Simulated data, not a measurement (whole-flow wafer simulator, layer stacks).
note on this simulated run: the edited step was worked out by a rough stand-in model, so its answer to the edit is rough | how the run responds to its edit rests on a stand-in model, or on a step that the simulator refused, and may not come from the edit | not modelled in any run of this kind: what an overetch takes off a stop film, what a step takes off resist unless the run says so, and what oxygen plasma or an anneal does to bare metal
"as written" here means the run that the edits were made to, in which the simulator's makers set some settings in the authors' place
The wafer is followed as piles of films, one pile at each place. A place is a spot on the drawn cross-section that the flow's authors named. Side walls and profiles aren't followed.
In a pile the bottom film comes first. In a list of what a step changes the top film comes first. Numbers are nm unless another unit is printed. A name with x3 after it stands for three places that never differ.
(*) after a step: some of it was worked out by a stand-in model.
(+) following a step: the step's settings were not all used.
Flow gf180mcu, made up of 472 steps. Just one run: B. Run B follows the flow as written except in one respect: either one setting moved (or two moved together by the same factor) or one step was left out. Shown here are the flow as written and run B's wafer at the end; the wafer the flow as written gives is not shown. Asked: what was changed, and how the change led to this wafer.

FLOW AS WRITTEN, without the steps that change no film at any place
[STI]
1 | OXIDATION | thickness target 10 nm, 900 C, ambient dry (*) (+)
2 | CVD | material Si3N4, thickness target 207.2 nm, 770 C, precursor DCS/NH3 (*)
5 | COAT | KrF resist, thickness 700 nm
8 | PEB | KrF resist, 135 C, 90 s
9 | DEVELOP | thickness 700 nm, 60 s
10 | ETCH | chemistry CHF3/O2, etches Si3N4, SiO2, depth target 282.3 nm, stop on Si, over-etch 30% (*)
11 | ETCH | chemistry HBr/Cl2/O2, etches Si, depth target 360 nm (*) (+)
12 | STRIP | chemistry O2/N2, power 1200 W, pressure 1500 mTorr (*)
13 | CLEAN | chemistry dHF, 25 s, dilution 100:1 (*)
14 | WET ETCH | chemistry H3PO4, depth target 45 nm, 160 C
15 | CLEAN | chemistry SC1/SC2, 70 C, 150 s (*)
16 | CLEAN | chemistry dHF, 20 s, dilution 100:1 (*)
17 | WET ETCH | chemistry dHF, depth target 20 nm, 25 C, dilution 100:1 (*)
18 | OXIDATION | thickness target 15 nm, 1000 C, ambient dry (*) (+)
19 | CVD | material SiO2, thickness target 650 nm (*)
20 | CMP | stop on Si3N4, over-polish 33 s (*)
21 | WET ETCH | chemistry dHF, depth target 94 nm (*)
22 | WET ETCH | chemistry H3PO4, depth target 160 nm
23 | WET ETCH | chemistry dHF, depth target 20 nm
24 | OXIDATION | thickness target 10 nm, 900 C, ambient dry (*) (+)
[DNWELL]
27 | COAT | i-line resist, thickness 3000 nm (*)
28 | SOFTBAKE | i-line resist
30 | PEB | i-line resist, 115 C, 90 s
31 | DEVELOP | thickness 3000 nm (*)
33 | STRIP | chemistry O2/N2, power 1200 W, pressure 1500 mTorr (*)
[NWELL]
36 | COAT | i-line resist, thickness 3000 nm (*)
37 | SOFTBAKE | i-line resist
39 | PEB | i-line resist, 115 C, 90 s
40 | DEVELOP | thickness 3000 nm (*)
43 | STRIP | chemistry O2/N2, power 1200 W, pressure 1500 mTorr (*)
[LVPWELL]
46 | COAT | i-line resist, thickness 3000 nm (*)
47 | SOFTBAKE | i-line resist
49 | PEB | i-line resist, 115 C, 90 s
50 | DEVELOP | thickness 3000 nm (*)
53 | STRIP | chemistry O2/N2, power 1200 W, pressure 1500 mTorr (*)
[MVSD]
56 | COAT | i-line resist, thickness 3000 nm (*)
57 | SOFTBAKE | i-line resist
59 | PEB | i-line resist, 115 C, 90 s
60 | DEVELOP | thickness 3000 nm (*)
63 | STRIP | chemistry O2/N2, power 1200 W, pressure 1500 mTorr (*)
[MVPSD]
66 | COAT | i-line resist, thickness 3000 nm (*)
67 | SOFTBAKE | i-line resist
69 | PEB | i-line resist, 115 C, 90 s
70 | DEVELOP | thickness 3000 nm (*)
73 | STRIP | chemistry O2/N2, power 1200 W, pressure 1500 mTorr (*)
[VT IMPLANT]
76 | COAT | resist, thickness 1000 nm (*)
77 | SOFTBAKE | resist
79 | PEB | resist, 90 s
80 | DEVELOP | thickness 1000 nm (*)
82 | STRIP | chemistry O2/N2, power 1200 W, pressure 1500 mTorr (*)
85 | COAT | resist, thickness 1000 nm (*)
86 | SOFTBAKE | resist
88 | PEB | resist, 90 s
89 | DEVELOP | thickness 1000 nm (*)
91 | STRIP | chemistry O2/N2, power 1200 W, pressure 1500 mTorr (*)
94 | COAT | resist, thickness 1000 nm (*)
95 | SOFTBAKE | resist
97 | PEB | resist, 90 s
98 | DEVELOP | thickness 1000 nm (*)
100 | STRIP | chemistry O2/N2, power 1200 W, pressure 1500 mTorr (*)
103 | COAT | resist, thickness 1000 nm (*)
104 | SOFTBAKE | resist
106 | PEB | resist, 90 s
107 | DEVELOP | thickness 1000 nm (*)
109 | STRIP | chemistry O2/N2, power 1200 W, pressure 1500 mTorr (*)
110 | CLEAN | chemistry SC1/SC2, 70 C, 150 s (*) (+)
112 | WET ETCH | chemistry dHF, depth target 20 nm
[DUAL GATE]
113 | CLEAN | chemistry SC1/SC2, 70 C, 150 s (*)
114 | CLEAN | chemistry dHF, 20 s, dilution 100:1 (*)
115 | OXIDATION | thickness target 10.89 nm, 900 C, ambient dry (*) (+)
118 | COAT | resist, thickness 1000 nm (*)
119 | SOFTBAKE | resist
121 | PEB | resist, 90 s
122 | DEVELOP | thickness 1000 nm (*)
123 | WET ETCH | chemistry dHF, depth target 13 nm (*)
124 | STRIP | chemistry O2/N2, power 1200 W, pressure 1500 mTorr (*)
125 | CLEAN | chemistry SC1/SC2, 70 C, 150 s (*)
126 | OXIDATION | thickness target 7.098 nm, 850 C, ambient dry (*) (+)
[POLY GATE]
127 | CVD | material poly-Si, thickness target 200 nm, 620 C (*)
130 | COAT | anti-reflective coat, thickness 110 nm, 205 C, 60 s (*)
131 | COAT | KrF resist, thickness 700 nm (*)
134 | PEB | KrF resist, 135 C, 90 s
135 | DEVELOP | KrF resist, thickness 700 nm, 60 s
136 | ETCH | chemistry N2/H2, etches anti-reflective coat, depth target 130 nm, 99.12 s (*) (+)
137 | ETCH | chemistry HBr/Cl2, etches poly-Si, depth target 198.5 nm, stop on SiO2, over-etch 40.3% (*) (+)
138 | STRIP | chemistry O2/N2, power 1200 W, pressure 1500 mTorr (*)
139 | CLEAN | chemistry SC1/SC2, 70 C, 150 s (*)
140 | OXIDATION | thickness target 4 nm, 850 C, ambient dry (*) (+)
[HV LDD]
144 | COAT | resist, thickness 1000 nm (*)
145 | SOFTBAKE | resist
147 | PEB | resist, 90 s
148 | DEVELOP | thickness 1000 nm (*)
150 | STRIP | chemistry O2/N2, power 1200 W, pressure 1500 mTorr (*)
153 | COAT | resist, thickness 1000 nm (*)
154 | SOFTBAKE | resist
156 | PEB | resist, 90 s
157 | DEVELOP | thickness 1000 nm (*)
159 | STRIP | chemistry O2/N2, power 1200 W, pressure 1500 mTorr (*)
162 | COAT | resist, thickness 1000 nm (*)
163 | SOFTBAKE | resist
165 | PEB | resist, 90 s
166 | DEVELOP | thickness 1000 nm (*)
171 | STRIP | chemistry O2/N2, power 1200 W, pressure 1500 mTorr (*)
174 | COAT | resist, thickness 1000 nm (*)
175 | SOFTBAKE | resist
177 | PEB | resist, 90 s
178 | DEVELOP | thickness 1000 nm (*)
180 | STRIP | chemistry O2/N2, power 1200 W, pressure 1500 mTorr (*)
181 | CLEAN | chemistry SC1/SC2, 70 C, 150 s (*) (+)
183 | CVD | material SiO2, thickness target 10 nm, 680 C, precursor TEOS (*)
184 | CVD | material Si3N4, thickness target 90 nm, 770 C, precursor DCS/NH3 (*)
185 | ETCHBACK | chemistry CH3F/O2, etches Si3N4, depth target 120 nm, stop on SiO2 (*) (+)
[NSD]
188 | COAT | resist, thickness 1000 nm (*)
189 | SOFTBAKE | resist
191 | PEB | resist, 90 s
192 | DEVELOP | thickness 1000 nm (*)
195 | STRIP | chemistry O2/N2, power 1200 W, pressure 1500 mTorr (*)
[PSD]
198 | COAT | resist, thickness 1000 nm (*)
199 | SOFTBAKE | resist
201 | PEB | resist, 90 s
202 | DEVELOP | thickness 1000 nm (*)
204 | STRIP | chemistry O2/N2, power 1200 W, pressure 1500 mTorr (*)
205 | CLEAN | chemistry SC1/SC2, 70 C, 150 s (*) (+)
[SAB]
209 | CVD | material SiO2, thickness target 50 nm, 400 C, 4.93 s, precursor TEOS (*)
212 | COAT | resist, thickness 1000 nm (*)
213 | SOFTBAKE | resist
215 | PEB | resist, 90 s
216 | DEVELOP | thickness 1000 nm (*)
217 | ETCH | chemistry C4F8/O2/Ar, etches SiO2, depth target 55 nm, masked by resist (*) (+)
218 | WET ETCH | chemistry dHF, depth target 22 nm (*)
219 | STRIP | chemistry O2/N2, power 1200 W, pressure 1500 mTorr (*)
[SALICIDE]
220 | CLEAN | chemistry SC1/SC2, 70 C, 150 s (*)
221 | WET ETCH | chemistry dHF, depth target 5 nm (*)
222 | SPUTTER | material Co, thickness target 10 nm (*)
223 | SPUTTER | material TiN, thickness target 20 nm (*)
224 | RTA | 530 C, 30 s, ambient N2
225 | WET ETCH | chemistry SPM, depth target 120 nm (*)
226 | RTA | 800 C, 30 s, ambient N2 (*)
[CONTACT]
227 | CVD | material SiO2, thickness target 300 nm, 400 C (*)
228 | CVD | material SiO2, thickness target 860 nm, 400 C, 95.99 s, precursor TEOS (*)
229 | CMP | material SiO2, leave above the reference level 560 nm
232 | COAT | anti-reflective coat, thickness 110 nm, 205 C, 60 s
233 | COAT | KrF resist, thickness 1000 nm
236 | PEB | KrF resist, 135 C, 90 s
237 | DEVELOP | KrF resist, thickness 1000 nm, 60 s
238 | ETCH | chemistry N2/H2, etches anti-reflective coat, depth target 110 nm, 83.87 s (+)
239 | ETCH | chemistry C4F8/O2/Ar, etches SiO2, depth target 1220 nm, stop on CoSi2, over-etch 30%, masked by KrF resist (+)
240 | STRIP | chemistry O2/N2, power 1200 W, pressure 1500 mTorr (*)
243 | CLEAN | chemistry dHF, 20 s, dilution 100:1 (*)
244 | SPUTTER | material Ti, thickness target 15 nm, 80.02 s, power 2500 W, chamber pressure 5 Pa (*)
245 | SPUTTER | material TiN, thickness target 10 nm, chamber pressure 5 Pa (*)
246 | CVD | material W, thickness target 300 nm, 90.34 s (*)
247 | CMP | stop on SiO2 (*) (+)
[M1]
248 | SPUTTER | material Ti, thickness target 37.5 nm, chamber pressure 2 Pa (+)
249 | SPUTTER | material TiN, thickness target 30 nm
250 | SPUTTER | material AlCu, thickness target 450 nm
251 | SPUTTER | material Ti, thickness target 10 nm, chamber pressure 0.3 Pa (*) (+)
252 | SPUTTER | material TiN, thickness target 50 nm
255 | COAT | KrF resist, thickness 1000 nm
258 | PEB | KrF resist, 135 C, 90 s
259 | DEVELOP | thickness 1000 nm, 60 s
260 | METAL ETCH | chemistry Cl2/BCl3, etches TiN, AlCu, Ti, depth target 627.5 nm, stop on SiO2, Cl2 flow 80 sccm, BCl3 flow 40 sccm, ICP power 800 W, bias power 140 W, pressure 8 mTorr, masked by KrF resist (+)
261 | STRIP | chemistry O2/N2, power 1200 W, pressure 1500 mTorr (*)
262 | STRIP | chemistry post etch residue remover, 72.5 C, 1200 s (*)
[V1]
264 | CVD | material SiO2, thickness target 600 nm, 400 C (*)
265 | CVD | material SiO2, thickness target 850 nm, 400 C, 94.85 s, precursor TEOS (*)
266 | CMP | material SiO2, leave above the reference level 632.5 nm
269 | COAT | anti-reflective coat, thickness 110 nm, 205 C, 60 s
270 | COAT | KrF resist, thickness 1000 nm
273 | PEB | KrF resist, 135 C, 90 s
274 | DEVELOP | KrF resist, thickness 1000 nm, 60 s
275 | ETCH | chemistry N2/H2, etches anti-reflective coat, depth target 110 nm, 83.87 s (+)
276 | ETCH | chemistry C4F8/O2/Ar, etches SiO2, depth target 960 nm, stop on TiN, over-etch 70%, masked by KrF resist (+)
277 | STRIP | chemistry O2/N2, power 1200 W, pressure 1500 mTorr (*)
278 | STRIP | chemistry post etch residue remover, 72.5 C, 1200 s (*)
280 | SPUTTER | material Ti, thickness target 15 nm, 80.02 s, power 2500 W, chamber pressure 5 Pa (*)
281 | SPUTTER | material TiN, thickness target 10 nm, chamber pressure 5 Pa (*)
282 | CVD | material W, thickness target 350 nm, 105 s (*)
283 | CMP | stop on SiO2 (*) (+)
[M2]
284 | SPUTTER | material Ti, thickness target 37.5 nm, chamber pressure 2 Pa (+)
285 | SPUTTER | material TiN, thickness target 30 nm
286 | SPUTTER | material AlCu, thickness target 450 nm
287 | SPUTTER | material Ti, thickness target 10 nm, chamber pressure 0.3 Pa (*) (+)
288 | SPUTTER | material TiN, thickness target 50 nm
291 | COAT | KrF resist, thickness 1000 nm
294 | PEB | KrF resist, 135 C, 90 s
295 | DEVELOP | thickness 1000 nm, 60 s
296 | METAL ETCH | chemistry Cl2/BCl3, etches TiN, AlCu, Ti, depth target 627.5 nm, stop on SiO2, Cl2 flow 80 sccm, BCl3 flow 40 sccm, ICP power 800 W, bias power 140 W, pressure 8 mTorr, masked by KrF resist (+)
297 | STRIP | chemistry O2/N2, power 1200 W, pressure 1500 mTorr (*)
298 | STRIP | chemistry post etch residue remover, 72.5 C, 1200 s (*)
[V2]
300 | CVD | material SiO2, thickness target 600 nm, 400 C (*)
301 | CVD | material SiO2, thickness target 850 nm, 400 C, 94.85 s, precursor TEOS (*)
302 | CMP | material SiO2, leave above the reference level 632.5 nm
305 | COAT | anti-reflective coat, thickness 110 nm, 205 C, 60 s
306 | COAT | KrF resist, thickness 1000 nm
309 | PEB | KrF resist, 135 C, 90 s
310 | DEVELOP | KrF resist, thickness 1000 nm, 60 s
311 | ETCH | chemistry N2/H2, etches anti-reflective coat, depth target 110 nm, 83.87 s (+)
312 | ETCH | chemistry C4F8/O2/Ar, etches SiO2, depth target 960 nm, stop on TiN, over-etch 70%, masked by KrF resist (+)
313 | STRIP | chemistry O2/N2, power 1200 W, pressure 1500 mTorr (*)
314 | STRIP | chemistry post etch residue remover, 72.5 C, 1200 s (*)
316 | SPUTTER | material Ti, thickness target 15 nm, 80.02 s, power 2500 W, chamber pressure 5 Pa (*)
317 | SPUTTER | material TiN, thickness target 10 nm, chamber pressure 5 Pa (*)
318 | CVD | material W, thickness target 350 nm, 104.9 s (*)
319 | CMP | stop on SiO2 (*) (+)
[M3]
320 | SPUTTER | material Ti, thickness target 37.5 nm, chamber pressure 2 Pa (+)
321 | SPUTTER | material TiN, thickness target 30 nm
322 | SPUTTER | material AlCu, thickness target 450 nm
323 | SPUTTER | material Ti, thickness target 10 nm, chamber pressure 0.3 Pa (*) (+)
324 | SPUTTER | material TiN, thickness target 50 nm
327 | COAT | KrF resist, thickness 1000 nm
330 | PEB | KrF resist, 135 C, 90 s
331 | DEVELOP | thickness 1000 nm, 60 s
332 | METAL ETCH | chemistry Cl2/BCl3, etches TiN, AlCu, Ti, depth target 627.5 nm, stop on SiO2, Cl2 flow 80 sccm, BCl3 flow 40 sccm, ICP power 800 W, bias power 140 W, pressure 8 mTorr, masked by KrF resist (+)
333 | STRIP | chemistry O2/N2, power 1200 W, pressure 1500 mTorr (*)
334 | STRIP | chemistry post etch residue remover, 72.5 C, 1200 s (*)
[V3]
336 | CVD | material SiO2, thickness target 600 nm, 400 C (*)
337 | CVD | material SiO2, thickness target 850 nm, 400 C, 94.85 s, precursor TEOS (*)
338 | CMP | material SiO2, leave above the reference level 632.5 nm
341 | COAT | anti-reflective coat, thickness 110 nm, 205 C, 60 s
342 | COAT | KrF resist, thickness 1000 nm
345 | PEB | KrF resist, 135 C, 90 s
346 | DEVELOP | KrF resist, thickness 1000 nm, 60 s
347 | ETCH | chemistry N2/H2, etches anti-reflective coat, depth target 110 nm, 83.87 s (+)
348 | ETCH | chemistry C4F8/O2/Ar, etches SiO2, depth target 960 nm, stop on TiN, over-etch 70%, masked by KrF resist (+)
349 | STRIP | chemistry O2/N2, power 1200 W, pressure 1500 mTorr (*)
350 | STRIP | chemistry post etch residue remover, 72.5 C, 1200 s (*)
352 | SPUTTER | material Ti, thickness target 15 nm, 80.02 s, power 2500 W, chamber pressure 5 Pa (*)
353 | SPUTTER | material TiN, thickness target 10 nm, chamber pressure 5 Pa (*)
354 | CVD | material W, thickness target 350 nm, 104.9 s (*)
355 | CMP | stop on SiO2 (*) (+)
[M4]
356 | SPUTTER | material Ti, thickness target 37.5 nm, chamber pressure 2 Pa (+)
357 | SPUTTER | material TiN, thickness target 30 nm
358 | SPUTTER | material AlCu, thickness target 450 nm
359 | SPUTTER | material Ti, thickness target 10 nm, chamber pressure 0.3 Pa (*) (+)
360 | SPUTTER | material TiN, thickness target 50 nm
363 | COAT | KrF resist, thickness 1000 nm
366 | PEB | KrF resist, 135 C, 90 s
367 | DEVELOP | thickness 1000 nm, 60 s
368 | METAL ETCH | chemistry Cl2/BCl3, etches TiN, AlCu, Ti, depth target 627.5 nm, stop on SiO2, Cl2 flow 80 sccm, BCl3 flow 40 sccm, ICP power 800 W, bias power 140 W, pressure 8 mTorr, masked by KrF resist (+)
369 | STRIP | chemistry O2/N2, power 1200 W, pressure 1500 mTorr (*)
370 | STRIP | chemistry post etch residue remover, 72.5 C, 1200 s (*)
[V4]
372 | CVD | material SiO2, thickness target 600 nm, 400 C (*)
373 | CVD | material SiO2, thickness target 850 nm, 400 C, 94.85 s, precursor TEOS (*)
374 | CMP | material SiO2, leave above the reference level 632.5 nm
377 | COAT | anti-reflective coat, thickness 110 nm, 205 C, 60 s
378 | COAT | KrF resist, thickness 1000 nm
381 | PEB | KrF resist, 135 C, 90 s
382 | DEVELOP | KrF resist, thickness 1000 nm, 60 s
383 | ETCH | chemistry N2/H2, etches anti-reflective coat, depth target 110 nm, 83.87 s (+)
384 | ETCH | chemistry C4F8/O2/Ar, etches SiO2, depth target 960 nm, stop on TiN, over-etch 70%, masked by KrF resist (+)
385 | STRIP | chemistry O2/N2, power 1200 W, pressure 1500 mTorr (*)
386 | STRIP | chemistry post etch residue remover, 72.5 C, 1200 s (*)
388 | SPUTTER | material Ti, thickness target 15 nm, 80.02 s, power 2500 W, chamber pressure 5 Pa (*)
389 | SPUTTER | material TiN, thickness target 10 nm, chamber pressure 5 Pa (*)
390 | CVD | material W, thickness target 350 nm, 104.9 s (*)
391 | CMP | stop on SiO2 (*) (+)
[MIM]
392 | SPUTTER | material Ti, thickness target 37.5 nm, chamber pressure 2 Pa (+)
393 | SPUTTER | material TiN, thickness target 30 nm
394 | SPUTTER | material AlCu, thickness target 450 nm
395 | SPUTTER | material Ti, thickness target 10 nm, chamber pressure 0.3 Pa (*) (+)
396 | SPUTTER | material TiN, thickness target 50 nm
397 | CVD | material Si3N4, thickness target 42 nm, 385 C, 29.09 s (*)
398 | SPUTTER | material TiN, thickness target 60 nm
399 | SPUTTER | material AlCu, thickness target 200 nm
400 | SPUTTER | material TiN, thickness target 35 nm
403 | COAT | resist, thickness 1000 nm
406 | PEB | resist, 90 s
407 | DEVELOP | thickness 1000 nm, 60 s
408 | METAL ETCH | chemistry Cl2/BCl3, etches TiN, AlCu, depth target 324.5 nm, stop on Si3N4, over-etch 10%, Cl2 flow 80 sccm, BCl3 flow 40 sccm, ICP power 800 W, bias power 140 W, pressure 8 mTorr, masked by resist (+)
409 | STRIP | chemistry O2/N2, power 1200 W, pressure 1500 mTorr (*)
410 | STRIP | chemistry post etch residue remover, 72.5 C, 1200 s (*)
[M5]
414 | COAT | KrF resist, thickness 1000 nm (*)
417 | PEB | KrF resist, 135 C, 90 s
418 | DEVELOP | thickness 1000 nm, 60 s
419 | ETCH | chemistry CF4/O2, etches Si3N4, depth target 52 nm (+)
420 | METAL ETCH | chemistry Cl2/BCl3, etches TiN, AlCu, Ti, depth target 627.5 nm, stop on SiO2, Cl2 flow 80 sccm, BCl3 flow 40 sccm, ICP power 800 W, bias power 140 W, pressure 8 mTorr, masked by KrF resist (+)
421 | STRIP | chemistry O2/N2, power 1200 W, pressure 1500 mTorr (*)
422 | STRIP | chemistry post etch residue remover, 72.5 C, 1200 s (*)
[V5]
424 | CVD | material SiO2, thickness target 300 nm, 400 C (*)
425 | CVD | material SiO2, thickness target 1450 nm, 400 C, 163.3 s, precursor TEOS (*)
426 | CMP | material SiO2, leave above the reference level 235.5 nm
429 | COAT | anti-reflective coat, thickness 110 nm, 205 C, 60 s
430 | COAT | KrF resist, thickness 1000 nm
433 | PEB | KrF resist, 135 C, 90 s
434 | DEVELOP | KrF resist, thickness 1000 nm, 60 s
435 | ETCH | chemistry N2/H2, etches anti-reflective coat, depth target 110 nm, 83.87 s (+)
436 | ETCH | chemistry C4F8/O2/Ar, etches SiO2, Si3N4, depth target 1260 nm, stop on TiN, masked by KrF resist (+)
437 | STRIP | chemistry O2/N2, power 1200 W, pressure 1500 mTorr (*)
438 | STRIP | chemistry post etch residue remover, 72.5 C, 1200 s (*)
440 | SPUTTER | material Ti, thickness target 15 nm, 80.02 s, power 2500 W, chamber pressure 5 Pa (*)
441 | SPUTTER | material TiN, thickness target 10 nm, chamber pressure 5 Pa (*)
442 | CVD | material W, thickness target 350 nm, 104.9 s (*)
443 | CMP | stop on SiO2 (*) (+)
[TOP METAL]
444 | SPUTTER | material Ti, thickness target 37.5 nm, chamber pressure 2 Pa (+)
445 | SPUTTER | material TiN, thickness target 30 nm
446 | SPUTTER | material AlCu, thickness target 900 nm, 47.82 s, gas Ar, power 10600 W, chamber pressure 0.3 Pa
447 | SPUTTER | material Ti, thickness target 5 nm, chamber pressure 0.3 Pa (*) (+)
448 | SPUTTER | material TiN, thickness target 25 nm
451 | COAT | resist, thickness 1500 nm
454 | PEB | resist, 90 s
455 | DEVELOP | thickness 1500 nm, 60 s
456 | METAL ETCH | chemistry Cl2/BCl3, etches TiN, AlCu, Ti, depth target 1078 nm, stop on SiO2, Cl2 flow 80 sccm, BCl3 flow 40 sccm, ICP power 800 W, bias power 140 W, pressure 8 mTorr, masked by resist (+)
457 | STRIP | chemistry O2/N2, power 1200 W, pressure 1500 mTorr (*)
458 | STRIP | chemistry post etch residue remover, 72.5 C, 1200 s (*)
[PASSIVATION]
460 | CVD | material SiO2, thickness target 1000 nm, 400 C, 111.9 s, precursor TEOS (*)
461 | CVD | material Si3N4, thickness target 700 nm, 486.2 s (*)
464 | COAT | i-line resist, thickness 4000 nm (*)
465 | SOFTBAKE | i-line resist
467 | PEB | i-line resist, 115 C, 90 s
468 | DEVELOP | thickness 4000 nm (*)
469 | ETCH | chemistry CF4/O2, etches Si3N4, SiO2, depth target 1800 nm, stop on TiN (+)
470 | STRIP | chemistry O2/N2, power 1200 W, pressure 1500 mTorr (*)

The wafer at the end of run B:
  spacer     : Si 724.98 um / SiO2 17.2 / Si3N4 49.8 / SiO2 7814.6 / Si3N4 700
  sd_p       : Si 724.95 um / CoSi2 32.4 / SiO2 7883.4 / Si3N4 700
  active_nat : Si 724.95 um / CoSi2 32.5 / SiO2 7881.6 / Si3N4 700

The reason: step 184, CVD: thickness target 54 nm was run, though the flow has thickness target 90 nm.

How this came from the change, step by step:
  184 | CVD | material Si3N4, thickness target 90 nm, 770 C, precursor DCS/NH3 (*)
      field, field__w1, field__w2 and 101 more: Si3N4 gains 54 (new film) (in the flow as written it would be: Si3N4 gains 90 (new film))
  185 | ETCHBACK | chemistry CH3F/O2, etches Si3N4, depth target 120 nm, stop on SiO2 (*) (+)
      field, field__w1, field__w2 and 100 more: Si3N4 loses 54 (all of it), SiO2 loses 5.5 (in the flow as written it would be: Si3N4 loses 90 (all of it), SiO2 loses 2.5)
  188 | COAT | resist, thickness 1000 nm (*)
      spacer: resist gains 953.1 (new film) (in the flow as written it would be: resist gains 920.3 (new film))
  189 | SOFTBAKE | resist
      field: resist loses 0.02 (in the flow as written it would be: resist gains 0.95)
      nw_sep_fld: nothing (in the flow as written it would be: resist gains 1.07)
  191 | PEB | resist, 90 s
      spacer: resist loses 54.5 (in the flow as written it would be: resist loses 52.3)
  192 | DEVELOP | thickness 1000 nm (*)
      spacer: resist loses 898.6 (all of it) (in the flow as written it would be: resist loses 868 (all of it))
  198 | COAT | resist, thickness 1000 nm (*)
      spacer: resist gains 953.1 (new film) (in the flow as written it would be: resist gains 920.3 (new film))
  199 | SOFTBAKE | resist
      field: resist loses 0.02 (in the flow as written it would be: resist gains 0.95)
      nw_sep_fld: nothing (in the flow as written it would be: resist gains 1.07)
  201 | PEB | resist, 90 s
      spacer: resist loses 54.5 (in the flow as written it would be: resist loses 52.3)
  204 | STRIP | chemistry O2/N2, power 1200 W, pressure 1500 mTorr (*)
      spacer: resist loses 898.6 (all of it) (in the flow as written it would be: resist loses 868 (all of it))
  212 | COAT | resist, thickness 1000 nm (*)
      spacer: resist gains 951.9 (new film) (in the flow as written it would be: resist gains 919.2 (new film))
  213 | SOFTBAKE | resist
      field__w9: resist gains 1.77 (in the flow as written it would be: resist loses 1.07)
  215 | PEB | resist, 90 s
      spacer: resist loses 54.4 (in the flow as written it would be: resist loses 52.3)
  216 | DEVELOP | thickness 1000 nm (*)
      spacer: resist loses 897.5 (all of it) (in the flow as written it would be: resist loses 866.9 (all of it))
  218 | WET ETCH | chemistry dHF, depth target 22 nm (*)
      gate, gate_hv, gate_p and 23 more: SiO2 loses 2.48 (all of it) (in the flow as written it would be: SiO2 loses 5.48 (all of it))
      active, p_well, sd_n, iso_ptap_pw, iso_ntap_nw, iso_ptap_sub, vpnp_e: SiO2 loses 6.01 (all of it) (in the flow as written it would be: SiO2 loses 9.01 (all of it))
      (also at 16 further places)
  222 | SPUTTER | material Co, thickness target 10 nm (*)
      field__w2: Co gains 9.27 (new film) (in the flow as written it would be: Co gains 8.65 (new film))
      field__w3: Co gains 8.9 (new film) (in the flow as written it would be: Co gains 8.06 (new film))
      (also at 4 further places)
  ... another 4 steps ...
  229 | CMP | material SiO2, leave above the reference level 560 nm
      spacer: SiO2 loses 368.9 (in the flow as written it would be: SiO2 loses 404.9)
